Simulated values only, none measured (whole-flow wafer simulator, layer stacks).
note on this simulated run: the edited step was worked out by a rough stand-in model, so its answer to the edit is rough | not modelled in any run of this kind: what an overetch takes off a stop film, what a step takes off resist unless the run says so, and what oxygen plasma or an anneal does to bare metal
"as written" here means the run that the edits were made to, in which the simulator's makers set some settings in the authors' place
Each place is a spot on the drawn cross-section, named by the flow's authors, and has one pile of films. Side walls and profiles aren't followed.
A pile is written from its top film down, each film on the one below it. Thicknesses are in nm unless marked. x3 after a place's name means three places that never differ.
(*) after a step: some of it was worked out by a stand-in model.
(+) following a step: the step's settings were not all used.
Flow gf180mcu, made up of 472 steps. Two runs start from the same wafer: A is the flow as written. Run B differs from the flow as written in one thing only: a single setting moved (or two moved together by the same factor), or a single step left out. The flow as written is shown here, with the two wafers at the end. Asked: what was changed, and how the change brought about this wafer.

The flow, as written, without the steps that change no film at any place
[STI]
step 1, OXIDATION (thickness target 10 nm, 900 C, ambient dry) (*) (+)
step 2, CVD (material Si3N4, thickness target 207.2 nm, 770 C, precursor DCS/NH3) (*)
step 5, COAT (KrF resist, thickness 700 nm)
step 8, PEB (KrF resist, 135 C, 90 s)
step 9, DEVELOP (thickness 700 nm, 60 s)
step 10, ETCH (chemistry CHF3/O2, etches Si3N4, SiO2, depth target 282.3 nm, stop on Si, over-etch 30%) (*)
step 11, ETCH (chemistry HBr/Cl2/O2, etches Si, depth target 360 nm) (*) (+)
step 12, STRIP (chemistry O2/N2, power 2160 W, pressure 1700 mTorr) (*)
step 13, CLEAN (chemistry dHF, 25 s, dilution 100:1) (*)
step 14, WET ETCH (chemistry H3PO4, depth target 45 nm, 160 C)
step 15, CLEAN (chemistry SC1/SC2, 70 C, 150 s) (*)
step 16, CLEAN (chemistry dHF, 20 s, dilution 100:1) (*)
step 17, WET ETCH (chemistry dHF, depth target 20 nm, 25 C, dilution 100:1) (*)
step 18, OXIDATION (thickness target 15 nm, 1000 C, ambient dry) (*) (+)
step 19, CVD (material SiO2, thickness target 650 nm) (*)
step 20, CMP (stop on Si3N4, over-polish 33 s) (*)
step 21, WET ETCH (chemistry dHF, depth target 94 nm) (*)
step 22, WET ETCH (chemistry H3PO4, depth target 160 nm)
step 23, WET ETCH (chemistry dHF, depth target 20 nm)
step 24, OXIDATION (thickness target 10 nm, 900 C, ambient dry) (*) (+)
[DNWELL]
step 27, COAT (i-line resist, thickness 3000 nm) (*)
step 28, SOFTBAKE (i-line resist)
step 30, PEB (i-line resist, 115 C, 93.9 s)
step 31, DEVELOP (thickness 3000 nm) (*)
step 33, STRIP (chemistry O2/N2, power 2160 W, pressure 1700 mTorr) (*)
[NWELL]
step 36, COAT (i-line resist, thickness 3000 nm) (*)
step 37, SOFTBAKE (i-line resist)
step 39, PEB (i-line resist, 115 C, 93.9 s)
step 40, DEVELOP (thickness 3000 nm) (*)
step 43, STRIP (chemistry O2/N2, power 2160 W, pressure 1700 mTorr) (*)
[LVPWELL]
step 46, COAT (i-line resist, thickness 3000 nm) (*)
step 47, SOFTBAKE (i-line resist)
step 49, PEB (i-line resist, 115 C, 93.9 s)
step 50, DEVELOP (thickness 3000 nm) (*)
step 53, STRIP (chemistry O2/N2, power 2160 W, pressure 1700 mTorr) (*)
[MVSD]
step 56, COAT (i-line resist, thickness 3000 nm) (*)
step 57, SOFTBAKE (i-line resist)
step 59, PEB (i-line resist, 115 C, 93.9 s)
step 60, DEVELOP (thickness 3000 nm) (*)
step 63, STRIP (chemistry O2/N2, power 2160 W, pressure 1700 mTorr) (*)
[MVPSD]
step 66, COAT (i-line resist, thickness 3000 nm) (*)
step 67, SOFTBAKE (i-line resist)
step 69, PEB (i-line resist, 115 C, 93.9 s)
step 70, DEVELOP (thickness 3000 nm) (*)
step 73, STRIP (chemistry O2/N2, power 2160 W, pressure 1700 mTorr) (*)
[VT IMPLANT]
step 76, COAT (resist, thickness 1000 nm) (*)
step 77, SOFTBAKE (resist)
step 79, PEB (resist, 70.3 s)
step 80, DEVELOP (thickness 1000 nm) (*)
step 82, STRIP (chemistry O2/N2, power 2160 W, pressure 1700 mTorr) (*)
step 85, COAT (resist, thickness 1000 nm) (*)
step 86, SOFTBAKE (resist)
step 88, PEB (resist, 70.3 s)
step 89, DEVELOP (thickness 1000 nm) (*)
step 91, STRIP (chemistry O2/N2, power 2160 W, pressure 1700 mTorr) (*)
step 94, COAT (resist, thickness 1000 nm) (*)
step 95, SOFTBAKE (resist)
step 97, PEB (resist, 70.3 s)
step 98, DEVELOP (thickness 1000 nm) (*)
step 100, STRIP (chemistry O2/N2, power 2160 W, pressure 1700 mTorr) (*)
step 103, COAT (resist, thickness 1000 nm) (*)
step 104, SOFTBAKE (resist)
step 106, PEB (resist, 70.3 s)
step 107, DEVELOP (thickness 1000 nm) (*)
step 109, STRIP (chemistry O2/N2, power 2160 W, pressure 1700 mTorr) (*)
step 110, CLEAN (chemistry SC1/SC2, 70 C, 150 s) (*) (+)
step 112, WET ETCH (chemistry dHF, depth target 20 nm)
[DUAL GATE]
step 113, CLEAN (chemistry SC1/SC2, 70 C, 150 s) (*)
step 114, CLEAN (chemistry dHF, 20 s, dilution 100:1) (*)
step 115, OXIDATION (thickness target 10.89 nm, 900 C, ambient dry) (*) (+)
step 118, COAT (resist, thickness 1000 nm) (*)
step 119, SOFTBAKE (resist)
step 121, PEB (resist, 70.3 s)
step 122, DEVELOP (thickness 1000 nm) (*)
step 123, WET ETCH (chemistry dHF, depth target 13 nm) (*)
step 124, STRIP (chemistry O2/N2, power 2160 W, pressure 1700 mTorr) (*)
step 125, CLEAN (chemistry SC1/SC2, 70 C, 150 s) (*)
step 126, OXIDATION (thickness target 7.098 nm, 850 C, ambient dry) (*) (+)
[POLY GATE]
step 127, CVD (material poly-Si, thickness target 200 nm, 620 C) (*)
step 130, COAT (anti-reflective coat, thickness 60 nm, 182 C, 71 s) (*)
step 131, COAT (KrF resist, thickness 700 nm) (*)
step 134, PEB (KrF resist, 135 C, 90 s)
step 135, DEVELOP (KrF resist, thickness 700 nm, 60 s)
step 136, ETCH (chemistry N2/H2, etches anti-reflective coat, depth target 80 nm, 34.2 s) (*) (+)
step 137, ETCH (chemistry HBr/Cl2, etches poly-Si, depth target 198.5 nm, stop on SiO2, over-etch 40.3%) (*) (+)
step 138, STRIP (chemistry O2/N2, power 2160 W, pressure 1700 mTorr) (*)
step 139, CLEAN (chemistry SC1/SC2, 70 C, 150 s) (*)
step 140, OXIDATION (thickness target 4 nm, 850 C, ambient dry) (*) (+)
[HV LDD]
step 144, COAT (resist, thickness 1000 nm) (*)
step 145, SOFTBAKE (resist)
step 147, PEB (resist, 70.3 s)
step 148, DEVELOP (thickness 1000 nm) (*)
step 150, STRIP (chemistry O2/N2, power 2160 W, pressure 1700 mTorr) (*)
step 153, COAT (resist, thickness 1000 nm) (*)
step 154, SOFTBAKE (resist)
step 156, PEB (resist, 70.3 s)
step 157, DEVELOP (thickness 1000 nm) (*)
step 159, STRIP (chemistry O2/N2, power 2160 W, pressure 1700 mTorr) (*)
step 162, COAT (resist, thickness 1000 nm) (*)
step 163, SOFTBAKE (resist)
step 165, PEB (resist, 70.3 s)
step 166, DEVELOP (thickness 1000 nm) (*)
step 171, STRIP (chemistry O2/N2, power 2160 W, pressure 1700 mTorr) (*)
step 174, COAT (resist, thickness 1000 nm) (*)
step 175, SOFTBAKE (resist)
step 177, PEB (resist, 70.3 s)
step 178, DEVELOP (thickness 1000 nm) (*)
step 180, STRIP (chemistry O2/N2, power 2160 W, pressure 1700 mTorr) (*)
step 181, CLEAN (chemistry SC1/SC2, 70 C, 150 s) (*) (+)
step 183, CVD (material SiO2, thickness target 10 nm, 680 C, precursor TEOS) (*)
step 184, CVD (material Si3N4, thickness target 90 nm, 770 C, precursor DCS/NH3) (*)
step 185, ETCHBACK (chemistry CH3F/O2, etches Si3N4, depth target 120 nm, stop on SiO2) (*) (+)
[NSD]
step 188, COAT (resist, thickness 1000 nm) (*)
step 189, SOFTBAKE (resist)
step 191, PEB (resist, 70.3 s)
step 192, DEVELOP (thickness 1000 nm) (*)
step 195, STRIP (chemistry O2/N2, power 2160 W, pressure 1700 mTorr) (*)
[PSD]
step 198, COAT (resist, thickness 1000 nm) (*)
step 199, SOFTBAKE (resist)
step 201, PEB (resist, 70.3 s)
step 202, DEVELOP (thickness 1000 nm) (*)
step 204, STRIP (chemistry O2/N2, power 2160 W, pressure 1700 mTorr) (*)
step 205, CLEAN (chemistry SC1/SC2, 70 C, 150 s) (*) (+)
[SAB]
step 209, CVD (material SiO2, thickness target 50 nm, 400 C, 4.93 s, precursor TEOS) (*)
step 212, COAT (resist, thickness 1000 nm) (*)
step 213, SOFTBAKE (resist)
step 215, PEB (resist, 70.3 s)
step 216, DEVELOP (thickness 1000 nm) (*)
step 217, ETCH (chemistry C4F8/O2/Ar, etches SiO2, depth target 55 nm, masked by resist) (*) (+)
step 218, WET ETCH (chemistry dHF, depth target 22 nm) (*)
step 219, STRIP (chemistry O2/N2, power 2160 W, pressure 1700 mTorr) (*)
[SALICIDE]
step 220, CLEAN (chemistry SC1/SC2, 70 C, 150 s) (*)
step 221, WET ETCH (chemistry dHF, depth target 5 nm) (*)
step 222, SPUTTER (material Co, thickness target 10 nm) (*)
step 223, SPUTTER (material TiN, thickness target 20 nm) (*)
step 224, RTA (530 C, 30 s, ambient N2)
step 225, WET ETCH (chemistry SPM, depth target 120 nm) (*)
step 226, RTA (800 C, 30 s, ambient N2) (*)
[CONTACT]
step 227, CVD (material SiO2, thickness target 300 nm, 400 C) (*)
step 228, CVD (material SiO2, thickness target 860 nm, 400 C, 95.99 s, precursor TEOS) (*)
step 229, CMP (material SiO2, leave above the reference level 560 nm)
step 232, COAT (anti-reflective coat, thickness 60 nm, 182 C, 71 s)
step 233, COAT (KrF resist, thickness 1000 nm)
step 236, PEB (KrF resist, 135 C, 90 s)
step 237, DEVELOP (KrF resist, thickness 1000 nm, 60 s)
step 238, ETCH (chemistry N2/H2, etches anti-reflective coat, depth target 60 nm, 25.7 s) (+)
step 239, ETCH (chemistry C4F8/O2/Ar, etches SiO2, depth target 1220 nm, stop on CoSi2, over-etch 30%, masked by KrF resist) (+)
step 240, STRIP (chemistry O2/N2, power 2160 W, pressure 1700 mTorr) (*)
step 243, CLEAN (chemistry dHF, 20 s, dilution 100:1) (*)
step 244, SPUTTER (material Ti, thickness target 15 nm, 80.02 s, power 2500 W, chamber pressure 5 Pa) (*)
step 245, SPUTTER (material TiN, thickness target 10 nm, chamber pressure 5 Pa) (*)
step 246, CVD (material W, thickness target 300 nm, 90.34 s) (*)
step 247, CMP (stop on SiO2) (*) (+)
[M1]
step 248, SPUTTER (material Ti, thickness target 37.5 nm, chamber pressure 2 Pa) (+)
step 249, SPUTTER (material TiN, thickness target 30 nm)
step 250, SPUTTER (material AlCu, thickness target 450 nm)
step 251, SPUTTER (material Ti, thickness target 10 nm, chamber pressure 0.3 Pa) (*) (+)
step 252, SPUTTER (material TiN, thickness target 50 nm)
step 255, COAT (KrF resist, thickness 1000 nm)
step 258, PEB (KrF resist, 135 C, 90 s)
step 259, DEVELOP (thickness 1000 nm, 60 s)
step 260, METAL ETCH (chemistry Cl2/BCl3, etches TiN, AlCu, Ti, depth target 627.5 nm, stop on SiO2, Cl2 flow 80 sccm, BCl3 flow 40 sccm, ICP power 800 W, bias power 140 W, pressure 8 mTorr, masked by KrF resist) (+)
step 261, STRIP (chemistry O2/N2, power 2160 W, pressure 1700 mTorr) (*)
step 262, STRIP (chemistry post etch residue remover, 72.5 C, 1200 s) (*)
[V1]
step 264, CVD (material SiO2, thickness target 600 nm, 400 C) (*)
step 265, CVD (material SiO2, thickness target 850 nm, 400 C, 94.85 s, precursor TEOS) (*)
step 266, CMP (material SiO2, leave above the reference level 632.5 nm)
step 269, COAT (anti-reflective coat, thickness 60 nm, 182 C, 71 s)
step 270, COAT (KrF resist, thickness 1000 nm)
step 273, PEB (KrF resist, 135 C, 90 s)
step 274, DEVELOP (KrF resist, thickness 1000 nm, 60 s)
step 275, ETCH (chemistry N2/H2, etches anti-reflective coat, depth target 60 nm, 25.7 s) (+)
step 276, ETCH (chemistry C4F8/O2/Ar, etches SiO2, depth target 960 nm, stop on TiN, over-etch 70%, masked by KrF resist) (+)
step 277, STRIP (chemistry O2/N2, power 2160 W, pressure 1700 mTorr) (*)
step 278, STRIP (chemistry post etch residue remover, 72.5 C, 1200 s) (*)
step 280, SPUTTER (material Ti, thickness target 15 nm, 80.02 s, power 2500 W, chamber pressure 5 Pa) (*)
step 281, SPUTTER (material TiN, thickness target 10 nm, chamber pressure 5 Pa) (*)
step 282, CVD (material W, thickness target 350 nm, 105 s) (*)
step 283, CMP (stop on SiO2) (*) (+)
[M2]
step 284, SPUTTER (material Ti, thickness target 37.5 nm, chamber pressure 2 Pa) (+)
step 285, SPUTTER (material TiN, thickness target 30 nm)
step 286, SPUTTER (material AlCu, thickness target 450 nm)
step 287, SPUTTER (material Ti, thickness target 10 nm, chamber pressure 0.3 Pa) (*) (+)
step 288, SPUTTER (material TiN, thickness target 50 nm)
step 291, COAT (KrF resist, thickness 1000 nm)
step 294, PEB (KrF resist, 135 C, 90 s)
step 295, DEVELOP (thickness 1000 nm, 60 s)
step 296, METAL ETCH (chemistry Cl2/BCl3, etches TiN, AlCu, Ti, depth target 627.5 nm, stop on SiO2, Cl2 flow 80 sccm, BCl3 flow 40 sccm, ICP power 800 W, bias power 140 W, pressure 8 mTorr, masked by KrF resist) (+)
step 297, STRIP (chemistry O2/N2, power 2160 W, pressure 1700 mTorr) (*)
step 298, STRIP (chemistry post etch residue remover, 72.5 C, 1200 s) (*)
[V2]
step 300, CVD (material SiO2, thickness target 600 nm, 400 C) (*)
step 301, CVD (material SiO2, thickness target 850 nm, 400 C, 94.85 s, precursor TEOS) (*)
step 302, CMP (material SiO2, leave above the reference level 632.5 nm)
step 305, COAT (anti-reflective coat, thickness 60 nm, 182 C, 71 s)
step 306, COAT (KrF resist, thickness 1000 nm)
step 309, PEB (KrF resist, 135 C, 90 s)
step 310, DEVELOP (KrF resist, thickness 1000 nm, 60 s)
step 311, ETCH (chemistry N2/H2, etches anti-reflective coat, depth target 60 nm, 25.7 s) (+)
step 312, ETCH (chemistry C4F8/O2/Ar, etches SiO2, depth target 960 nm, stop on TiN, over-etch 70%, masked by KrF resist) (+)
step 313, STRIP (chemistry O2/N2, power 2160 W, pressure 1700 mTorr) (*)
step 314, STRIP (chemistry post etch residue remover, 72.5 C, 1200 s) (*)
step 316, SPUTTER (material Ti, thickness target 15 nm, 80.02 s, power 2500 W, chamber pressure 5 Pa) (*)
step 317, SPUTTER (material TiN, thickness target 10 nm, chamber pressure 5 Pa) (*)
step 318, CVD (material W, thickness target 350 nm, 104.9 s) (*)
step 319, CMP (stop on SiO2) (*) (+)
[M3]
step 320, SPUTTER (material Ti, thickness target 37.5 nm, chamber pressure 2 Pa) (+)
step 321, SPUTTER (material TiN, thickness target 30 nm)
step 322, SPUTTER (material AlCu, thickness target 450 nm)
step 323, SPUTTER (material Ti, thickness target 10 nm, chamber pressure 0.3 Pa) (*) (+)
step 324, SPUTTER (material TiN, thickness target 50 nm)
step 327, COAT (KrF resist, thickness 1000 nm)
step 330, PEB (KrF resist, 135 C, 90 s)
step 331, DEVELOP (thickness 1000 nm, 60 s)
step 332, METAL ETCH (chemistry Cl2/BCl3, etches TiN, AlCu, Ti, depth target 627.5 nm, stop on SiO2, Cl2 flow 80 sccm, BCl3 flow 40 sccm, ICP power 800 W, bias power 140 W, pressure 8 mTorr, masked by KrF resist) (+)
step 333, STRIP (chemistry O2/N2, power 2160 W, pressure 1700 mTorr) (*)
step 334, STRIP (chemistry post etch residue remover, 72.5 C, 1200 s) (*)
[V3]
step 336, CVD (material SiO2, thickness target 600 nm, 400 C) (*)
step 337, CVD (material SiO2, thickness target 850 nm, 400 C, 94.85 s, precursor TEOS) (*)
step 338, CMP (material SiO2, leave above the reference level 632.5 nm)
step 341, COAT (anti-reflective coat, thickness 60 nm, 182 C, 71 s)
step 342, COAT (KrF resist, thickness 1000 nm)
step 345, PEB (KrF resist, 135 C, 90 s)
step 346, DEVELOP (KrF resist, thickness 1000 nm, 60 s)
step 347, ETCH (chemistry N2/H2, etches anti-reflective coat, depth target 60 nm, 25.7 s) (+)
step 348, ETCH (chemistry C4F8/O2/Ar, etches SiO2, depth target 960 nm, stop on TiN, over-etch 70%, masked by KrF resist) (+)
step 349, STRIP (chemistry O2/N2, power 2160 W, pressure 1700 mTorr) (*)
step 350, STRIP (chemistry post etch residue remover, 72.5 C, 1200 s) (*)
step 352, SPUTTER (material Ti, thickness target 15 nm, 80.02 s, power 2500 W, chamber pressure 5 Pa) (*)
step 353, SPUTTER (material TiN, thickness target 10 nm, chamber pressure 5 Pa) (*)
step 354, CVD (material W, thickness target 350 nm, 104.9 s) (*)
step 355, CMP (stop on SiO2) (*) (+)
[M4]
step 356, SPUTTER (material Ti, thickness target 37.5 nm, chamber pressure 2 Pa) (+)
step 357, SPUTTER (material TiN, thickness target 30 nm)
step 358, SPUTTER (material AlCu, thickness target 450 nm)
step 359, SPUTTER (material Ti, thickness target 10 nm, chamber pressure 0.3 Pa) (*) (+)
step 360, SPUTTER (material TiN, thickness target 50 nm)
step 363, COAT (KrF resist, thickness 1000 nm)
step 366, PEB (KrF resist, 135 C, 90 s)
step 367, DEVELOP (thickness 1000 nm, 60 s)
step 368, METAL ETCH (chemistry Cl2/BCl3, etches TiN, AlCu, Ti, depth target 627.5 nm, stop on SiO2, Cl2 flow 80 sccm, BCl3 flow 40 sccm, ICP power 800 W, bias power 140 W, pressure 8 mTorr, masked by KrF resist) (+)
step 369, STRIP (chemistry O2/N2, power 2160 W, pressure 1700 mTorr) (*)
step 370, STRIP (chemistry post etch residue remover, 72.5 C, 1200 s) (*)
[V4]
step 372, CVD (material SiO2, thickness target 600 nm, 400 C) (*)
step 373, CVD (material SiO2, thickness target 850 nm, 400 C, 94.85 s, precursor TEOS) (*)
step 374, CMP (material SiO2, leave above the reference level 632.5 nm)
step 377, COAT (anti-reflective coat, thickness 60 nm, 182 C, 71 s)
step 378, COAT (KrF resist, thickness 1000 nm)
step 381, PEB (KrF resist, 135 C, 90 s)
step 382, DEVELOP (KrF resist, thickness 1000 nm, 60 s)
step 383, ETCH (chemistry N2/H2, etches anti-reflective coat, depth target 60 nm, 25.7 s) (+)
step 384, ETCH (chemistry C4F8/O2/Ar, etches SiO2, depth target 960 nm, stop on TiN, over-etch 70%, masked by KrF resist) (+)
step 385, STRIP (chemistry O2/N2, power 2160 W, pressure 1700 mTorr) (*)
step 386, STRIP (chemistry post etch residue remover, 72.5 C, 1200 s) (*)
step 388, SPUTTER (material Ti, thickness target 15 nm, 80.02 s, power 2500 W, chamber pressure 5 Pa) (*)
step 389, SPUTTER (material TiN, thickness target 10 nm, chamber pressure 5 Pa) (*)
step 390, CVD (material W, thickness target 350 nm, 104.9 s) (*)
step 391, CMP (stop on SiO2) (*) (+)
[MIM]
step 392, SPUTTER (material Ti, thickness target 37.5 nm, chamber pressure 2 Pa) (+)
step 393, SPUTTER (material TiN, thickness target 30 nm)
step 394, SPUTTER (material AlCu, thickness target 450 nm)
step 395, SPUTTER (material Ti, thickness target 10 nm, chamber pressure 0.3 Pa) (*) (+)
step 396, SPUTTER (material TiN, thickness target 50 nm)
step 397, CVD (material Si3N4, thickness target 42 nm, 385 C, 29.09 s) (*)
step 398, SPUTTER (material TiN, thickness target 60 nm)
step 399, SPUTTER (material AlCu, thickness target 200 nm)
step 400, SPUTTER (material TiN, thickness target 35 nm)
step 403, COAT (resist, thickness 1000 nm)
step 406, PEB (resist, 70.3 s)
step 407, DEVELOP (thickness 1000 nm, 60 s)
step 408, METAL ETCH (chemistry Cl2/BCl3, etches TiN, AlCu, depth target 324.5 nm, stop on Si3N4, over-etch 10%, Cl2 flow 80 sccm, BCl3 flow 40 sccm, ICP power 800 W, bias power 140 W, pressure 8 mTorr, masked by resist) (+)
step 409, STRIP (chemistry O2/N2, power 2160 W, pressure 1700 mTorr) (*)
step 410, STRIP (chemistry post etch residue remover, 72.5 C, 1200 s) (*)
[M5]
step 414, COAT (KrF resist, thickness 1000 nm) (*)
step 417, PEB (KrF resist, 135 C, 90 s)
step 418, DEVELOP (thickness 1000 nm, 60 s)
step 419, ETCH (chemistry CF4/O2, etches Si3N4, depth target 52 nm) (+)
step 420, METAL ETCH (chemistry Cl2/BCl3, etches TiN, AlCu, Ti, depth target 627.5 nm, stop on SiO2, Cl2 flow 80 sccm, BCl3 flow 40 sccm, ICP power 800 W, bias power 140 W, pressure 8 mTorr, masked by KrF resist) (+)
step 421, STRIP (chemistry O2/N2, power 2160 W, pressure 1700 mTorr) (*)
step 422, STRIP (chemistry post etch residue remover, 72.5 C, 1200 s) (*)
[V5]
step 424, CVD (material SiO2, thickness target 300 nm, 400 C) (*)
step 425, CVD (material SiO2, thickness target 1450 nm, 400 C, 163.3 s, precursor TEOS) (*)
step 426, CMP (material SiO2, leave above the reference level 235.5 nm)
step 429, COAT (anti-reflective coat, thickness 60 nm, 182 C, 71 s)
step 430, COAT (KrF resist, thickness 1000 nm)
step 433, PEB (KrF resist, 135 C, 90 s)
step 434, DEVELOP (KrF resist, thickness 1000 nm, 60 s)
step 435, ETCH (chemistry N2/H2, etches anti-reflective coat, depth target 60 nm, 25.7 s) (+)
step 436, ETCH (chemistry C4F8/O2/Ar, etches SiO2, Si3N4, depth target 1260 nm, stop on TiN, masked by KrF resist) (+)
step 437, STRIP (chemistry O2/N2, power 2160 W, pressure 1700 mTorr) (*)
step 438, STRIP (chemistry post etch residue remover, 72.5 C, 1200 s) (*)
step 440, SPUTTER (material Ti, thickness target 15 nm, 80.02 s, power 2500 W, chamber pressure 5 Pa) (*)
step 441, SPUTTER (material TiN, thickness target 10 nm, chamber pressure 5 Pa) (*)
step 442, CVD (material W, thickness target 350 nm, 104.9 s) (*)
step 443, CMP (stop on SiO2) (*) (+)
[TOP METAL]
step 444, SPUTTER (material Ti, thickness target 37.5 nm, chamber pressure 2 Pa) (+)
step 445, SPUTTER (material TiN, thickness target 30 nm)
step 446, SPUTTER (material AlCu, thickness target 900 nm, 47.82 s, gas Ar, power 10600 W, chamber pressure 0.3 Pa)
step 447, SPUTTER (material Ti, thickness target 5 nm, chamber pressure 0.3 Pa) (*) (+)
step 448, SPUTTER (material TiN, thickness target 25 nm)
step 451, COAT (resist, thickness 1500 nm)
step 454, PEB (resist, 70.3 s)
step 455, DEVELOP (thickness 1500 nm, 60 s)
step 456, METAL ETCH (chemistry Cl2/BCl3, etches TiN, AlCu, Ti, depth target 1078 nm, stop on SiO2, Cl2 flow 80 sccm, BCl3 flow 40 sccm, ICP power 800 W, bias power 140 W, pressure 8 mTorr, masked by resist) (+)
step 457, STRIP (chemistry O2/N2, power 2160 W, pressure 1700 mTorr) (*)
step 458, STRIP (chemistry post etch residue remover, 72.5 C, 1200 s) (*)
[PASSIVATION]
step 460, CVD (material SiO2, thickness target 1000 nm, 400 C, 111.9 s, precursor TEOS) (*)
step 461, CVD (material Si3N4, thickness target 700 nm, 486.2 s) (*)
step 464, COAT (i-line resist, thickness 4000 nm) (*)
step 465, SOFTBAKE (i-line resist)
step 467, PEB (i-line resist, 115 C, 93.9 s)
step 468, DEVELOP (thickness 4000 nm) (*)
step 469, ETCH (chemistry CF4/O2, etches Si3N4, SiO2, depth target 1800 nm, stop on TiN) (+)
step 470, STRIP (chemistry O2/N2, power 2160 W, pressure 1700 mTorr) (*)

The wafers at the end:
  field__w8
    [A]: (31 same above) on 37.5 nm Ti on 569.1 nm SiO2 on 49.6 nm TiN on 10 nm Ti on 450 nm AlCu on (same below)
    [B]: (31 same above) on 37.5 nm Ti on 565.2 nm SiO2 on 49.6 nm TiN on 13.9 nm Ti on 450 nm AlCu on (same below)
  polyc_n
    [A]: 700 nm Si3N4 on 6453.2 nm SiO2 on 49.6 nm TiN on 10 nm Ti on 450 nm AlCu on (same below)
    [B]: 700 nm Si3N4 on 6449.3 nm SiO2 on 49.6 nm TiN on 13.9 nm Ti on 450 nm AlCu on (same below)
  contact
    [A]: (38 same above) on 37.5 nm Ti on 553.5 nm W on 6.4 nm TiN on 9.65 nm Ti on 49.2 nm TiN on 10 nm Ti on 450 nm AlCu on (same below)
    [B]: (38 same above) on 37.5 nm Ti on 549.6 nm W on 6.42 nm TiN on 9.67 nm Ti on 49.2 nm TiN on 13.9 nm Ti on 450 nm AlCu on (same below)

What caused this: step 251, SPUTTER: thickness target 13.9 nm was run, while the flow as written has thickness target 10 nm.
The wafer itself shows it: field__w8 has Ti 13.9, and step 251 as written asks for 10 nm.

Step by step, how the change led to this:
  step 251, SPUTTER (material Ti, thickness target 10 nm, chamber pressure 0.3 Pa) (*) (+)
      field, field__w1, field__w2 and 108 more: A Ti gains 10 (new film) | B Ti gains 13.9 (new film)
  step 260, METAL ETCH (chemistry Cl2/BCl3, etches TiN, AlCu, Ti, depth target 627.5 nm, stop on SiO2, Cl2 flow 80 sccm, BCl3 flow 40 sccm, ICP power 800 W, bias power 140 W, pressure 8 mTorr, masked by KrF resist) (+)
      field, field__w1, field__w2 and 99 more: A TiN loses 50 (all of it), Ti loses 10 (all of it), AlCu loses 450 (all of it), TiN loses 30 (all of it), Ti loses 37.5 (all of it) | B TiN loses 50 (all of it), Ti loses 13.9 (all of it), AlCu loses 450 (all of it), TiN loses 30 (all of it), Ti loses 37.5 (all of it)
